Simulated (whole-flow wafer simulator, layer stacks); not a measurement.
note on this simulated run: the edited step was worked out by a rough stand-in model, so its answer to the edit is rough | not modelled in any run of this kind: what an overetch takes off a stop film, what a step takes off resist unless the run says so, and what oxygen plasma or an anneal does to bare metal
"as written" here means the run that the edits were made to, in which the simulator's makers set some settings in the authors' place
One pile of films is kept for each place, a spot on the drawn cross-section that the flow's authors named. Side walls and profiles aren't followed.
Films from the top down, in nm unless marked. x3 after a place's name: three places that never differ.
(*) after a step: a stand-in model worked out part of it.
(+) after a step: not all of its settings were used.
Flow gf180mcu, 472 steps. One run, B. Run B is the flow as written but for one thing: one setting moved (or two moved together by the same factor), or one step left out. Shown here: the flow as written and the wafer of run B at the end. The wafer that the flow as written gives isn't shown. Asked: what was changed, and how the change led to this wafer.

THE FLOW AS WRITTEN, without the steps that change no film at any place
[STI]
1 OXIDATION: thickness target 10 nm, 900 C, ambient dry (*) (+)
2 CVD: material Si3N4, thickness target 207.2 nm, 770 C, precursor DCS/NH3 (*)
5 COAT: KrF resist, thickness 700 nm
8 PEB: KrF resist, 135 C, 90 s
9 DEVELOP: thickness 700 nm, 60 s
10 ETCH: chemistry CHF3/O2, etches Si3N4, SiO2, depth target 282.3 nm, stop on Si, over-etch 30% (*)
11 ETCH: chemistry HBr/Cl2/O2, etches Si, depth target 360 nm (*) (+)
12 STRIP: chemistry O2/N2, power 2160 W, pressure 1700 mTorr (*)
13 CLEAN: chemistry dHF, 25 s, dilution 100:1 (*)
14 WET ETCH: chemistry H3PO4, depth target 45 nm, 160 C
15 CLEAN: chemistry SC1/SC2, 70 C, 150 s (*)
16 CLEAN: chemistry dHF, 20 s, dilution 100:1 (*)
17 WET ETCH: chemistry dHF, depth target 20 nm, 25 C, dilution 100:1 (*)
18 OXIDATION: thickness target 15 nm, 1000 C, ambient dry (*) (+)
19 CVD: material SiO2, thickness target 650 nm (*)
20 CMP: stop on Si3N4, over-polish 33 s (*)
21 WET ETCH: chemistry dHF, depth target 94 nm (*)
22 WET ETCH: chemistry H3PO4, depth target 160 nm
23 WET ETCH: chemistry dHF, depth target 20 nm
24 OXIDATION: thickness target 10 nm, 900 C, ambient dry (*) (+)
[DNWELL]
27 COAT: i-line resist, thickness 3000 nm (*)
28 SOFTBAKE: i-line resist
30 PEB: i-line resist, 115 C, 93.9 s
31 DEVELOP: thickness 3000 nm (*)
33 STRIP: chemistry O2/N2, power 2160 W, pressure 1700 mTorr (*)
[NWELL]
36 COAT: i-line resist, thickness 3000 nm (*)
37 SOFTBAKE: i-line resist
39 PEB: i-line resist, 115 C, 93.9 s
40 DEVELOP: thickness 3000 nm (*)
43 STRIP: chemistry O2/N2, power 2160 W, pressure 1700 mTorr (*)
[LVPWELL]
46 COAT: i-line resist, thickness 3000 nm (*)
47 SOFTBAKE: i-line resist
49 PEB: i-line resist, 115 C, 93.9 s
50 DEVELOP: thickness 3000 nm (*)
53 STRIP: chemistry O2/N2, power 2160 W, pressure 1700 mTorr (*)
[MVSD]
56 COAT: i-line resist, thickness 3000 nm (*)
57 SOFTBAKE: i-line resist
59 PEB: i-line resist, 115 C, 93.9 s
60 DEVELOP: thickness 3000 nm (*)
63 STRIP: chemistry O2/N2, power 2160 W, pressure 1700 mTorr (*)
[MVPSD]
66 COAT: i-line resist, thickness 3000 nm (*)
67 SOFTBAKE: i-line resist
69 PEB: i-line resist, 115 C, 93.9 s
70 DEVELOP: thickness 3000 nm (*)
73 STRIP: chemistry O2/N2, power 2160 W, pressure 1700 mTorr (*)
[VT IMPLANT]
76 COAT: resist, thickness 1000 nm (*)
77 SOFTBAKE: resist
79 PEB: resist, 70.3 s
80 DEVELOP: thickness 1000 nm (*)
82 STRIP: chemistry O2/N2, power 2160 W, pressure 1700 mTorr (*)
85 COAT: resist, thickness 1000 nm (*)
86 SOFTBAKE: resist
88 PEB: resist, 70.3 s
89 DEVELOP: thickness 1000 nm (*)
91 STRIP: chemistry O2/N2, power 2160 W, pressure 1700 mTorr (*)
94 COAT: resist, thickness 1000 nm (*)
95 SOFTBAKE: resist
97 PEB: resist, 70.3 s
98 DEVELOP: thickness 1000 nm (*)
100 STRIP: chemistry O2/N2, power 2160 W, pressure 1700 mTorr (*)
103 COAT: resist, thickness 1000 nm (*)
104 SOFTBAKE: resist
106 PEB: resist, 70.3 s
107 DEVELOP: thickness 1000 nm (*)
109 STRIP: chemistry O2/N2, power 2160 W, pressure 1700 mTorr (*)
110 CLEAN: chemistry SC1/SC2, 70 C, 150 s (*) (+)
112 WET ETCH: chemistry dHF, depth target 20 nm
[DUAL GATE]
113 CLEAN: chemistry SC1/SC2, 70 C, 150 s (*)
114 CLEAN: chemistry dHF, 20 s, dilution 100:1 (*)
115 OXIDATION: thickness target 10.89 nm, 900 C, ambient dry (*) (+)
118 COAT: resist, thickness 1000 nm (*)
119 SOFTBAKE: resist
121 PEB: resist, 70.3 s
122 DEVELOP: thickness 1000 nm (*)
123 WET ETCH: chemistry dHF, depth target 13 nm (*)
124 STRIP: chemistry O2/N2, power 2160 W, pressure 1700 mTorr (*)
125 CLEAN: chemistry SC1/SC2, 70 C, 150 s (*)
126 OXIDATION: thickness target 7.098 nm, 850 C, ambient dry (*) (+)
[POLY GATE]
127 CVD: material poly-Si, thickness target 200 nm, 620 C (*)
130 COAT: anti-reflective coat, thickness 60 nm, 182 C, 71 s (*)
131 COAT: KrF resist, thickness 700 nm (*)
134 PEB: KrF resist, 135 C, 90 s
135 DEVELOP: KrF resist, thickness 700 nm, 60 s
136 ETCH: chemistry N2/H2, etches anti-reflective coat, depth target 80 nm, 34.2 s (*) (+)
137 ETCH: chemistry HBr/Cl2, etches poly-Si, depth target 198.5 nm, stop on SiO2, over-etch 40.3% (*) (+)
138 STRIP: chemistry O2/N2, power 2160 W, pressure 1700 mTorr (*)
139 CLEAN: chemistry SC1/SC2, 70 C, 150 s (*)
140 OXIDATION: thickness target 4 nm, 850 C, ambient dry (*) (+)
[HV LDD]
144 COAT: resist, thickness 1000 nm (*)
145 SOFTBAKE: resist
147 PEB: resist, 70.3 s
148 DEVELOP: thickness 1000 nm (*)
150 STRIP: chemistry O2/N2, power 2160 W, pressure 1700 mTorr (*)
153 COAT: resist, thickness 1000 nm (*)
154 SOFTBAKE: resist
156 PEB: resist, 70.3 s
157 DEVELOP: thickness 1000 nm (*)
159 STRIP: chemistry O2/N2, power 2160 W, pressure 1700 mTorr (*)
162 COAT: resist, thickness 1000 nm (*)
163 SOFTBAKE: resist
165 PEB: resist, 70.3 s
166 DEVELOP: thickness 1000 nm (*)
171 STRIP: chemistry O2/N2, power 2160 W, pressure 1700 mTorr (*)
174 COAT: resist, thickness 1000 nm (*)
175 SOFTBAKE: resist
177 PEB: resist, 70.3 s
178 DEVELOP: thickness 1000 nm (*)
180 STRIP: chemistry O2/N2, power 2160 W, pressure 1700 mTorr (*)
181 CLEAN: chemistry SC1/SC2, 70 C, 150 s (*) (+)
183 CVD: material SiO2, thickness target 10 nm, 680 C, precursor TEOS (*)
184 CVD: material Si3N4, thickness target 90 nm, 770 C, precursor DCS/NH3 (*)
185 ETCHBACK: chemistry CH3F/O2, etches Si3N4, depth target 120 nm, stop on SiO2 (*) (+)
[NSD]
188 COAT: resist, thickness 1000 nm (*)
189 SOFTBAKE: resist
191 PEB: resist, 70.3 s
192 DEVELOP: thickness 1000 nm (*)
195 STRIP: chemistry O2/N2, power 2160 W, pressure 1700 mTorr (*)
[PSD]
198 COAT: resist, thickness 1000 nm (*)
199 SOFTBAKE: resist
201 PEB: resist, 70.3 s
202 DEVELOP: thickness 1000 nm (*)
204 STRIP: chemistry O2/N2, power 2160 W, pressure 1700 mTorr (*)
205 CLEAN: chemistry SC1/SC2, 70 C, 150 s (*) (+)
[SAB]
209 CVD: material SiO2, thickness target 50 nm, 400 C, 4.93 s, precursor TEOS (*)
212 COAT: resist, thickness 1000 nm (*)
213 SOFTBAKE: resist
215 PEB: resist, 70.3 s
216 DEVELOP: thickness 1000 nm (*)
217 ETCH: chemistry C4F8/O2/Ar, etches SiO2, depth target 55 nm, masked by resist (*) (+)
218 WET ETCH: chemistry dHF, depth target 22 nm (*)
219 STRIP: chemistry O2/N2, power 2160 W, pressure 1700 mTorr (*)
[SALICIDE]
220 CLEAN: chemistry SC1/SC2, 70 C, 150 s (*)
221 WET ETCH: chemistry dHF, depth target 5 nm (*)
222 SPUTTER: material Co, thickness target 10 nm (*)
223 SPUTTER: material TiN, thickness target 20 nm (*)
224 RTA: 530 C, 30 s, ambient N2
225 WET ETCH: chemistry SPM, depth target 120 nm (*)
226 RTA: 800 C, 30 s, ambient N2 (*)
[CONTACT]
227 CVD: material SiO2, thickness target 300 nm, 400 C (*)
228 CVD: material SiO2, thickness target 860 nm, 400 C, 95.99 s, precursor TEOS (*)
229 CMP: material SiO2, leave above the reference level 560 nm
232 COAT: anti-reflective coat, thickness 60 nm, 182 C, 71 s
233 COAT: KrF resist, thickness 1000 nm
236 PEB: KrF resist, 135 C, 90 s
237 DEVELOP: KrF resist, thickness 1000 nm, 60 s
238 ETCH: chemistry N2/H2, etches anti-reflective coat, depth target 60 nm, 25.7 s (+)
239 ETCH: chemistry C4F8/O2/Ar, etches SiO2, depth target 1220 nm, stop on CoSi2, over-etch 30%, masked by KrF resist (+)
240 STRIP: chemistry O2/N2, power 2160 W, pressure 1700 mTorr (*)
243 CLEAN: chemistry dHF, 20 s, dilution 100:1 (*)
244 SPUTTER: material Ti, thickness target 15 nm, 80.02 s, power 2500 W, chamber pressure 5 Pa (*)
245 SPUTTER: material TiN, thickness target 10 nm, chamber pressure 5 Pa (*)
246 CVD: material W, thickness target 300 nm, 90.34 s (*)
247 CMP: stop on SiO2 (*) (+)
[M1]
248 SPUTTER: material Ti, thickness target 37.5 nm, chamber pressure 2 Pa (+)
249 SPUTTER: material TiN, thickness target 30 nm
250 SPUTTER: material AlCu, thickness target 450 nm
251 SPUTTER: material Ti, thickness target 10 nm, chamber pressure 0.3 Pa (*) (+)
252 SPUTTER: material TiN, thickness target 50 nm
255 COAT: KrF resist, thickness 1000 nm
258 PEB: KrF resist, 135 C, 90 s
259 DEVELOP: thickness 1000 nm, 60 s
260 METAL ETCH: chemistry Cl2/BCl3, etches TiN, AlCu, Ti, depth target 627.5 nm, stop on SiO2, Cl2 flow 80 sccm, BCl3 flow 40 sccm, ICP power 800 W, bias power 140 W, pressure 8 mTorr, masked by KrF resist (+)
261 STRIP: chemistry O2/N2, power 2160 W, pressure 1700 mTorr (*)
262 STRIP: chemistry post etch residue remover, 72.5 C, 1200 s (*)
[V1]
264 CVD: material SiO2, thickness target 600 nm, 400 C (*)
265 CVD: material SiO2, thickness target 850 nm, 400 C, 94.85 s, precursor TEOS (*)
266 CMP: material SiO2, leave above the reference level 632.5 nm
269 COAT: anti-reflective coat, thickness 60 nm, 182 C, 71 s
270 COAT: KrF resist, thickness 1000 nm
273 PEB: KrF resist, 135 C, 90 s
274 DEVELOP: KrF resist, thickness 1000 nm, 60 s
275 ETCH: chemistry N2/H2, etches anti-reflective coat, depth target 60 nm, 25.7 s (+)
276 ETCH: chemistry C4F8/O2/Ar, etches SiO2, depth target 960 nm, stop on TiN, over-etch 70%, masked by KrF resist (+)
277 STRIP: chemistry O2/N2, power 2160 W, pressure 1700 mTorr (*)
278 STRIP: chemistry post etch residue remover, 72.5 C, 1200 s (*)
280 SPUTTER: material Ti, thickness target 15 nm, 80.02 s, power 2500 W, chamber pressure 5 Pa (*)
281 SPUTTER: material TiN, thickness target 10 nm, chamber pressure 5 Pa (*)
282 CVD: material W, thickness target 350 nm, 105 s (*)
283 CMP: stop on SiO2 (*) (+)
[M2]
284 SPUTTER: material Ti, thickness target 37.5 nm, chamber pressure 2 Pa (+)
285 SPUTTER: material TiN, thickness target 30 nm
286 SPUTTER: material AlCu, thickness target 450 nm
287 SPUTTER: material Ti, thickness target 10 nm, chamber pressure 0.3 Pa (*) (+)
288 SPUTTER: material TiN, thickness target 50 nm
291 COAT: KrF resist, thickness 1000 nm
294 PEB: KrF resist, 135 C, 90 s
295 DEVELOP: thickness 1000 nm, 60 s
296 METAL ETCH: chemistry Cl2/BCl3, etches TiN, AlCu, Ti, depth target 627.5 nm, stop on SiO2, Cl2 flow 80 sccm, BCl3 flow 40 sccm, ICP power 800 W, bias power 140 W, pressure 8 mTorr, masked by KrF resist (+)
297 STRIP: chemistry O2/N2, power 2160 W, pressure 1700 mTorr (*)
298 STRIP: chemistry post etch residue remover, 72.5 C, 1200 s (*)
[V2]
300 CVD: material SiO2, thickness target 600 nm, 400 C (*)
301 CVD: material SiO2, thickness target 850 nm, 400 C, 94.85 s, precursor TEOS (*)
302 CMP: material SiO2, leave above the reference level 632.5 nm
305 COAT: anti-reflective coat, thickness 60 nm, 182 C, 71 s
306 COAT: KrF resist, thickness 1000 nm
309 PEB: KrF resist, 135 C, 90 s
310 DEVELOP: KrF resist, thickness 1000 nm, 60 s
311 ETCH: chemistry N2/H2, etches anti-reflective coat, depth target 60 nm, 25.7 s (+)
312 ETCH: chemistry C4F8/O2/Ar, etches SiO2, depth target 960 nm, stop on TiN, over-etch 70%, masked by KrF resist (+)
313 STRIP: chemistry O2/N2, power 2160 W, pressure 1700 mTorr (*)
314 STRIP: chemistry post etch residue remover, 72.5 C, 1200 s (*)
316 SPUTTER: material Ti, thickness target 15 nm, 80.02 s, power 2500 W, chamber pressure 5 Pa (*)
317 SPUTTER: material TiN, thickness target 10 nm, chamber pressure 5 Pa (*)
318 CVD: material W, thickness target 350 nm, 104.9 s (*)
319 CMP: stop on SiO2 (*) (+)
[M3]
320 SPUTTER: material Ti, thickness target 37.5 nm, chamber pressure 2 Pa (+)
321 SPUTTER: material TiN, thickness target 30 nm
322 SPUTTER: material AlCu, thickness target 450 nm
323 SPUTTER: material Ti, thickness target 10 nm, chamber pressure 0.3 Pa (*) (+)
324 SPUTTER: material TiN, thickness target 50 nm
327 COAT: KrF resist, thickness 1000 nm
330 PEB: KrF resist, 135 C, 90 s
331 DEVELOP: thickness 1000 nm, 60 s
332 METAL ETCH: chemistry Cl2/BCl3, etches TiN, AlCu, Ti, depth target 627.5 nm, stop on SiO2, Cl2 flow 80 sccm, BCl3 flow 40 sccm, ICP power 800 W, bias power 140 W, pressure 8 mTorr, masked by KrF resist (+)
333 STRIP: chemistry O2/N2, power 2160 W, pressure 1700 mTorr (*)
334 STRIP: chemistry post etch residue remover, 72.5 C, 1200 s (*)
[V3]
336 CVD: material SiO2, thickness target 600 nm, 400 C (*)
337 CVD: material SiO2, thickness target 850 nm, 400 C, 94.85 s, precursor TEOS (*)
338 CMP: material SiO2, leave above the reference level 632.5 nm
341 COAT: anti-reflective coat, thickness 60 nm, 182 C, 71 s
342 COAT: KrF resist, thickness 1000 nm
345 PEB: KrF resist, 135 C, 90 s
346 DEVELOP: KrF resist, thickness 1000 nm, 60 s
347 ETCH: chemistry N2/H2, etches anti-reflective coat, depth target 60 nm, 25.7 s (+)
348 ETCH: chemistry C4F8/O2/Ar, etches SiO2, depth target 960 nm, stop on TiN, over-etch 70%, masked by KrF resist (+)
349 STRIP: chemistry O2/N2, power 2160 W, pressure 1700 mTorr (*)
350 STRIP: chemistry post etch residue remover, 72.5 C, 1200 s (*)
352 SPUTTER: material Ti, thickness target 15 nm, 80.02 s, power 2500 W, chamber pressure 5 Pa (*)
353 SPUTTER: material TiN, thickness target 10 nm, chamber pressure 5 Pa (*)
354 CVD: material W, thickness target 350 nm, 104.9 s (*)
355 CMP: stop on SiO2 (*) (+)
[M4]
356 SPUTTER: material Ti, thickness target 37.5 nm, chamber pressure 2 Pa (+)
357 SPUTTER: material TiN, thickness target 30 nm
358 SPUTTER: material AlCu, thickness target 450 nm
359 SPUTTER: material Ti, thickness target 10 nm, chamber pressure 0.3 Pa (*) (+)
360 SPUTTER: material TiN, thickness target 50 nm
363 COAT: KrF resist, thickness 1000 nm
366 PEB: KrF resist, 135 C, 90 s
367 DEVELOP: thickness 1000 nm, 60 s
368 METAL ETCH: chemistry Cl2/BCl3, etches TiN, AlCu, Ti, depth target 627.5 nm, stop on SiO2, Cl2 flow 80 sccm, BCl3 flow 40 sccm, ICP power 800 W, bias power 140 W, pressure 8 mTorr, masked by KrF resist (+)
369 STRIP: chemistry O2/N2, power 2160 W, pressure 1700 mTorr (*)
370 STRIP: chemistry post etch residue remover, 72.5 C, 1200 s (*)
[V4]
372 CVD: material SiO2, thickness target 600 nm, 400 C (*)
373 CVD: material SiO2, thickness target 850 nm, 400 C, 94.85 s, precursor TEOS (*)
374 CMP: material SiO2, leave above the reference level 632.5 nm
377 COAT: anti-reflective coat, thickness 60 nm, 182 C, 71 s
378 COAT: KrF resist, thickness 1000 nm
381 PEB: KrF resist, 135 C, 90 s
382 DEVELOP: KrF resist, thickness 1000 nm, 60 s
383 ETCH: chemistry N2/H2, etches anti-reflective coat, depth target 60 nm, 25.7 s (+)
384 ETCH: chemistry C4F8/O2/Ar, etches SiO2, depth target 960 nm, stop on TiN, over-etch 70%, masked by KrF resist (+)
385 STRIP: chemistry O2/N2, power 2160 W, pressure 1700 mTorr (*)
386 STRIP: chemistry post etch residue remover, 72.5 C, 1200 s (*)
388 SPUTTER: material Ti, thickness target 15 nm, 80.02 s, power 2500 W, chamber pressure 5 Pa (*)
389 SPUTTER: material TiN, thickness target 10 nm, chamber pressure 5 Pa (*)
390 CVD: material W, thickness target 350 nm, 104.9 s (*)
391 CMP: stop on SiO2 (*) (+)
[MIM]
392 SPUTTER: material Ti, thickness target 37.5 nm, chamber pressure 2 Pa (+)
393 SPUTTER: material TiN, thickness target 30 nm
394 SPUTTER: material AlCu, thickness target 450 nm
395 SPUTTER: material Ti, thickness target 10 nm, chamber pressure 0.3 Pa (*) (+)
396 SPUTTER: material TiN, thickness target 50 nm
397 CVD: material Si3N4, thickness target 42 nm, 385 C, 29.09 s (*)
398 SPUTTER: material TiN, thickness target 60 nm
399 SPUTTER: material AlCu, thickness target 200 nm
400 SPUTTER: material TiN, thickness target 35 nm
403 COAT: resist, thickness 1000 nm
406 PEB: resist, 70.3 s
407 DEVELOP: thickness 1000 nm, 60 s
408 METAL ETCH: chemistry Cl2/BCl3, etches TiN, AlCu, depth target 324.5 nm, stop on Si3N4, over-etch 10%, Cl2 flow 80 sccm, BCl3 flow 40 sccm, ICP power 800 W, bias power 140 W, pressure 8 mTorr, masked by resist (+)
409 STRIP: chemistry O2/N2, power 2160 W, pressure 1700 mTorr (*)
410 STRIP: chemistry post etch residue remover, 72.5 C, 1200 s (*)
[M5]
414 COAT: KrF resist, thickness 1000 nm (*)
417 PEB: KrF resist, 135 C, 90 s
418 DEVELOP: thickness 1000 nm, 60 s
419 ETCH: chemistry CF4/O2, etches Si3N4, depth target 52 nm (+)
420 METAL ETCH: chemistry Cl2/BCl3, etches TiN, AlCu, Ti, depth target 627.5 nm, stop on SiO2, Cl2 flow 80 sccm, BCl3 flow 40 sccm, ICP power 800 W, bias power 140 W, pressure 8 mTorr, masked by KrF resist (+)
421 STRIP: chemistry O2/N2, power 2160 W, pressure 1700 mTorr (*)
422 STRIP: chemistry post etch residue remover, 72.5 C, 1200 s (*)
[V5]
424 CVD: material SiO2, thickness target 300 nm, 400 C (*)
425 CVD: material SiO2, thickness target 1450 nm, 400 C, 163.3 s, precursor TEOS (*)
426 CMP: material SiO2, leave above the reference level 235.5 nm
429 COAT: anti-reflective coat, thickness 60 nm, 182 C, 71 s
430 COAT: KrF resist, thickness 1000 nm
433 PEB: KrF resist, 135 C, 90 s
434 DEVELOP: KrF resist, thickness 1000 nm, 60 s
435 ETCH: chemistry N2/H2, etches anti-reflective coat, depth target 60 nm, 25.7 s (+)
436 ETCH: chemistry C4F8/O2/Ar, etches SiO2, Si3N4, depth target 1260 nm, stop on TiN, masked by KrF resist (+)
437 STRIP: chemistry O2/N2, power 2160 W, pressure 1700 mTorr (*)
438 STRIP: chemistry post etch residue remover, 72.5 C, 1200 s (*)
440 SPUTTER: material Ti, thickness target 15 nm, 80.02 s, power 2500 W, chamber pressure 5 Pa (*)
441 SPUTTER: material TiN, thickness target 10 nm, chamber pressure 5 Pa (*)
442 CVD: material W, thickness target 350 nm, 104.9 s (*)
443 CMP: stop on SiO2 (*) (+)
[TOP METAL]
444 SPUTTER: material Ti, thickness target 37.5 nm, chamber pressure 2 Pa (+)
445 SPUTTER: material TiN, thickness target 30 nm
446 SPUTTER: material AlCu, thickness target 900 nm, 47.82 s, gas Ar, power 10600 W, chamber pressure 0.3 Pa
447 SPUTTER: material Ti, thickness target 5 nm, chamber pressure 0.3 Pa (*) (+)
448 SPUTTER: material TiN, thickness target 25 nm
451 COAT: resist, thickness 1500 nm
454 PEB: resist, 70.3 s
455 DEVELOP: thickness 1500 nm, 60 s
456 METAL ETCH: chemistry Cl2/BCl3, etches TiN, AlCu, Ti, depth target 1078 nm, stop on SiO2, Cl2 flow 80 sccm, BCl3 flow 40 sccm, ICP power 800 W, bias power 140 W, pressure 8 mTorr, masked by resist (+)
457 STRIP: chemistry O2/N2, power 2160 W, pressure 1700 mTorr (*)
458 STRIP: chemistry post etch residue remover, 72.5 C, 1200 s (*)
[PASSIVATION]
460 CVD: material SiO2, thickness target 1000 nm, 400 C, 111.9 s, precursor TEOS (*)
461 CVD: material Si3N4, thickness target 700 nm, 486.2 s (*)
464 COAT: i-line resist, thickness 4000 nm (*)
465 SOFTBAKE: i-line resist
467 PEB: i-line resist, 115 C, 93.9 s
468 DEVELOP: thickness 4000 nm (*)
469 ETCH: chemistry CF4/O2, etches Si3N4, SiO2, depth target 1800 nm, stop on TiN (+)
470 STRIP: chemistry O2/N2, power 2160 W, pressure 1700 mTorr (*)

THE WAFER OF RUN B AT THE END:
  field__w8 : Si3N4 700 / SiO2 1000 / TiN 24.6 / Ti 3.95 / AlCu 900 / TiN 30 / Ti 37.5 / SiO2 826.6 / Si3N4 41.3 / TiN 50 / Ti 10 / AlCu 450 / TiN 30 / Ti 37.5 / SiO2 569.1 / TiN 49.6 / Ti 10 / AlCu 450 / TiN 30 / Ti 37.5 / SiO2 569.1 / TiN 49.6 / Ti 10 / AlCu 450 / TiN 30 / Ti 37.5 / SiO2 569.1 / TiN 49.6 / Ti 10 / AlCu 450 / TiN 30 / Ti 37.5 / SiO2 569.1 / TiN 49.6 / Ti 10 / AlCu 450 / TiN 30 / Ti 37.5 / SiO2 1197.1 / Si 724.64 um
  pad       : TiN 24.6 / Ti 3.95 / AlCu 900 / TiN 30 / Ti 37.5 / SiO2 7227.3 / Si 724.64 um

The cause: step 447, SPUTTER: thickness target 3.95 nm was run, where the flow has thickness target 5 nm.
It can be read off the wafer: field__w8 has Ti 3.95, and step 447 as written asks for 5 nm.

How the change led to this, step by step:
  447 SPUTTER: material Ti, thickness target 5 nm, chamber pressure 0.3 Pa (*) (+)
      field, field__w1, field__w2 and 109 more: Ti +3.95 (new film) (as written it would be: Ti +5 (new film))
  456 METAL ETCH: chemistry Cl2/BCl3, etches TiN, AlCu, Ti, depth target 1078 nm, stop on SiO2, Cl2 flow 80 sccm, BCl3 flow 40 sccm, ICP power 800 W, bias power 140 W, pressure 8 mTorr, masked by resist (+)
      field, field__w1, field__w2 and 103 more: TiN -25 (all of it), Ti -3.95 (all of it), AlCu -900 (all of it), TiN -30 (all of it), Ti -37.5 (all of it) (as written it would be: TiN -25 (all of it), Ti -5 (all of it), AlCu -900 (all of it), TiN -30 (all of it), Ti -37.5 (all of it))
